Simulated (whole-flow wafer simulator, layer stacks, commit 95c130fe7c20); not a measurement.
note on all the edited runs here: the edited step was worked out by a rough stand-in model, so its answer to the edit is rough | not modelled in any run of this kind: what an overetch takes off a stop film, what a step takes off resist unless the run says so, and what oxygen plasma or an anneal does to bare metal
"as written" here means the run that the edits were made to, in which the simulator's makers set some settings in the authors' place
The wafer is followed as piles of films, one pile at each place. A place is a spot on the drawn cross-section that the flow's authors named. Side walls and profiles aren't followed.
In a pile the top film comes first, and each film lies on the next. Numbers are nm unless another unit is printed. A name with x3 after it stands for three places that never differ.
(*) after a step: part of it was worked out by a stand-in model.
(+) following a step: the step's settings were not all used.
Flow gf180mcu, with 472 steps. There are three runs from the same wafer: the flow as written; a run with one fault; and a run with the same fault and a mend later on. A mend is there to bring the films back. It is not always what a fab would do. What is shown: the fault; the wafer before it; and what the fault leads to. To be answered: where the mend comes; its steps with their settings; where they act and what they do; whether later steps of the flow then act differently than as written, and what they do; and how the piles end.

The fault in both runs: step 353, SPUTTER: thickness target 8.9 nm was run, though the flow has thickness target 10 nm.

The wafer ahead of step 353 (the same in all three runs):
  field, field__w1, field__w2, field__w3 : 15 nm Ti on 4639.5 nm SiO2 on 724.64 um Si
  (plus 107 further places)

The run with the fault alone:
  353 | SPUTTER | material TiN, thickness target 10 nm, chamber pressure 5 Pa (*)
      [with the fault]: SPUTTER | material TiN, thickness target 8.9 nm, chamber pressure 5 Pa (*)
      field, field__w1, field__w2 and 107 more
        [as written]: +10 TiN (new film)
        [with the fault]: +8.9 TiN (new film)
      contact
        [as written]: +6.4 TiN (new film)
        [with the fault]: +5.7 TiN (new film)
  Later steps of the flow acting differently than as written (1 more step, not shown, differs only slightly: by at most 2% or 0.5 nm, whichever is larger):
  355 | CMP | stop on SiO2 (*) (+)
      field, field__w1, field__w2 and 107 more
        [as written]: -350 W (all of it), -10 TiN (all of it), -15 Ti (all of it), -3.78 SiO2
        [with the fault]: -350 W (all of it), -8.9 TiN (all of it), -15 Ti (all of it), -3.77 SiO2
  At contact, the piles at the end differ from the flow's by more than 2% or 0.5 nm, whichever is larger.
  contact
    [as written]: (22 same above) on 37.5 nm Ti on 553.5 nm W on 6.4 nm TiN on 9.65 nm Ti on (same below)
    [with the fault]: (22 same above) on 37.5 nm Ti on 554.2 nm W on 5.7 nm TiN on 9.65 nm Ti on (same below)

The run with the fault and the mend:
  The mend follows step 353.
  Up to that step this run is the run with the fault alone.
  353a | SPUTTER | material TiN, thickness target 1.1 nm, chamber pressure 5 Pa (*) (the flow's step 353, run once more with other settings)
      field, field__w1, field__w2 and 107 more
        +1.1 TiN
      contact
        +0.7 TiN
  Later steps of the flow that are run all act as written at every place that is followed.
  The piles end the same as the flow's at every place that both follow.
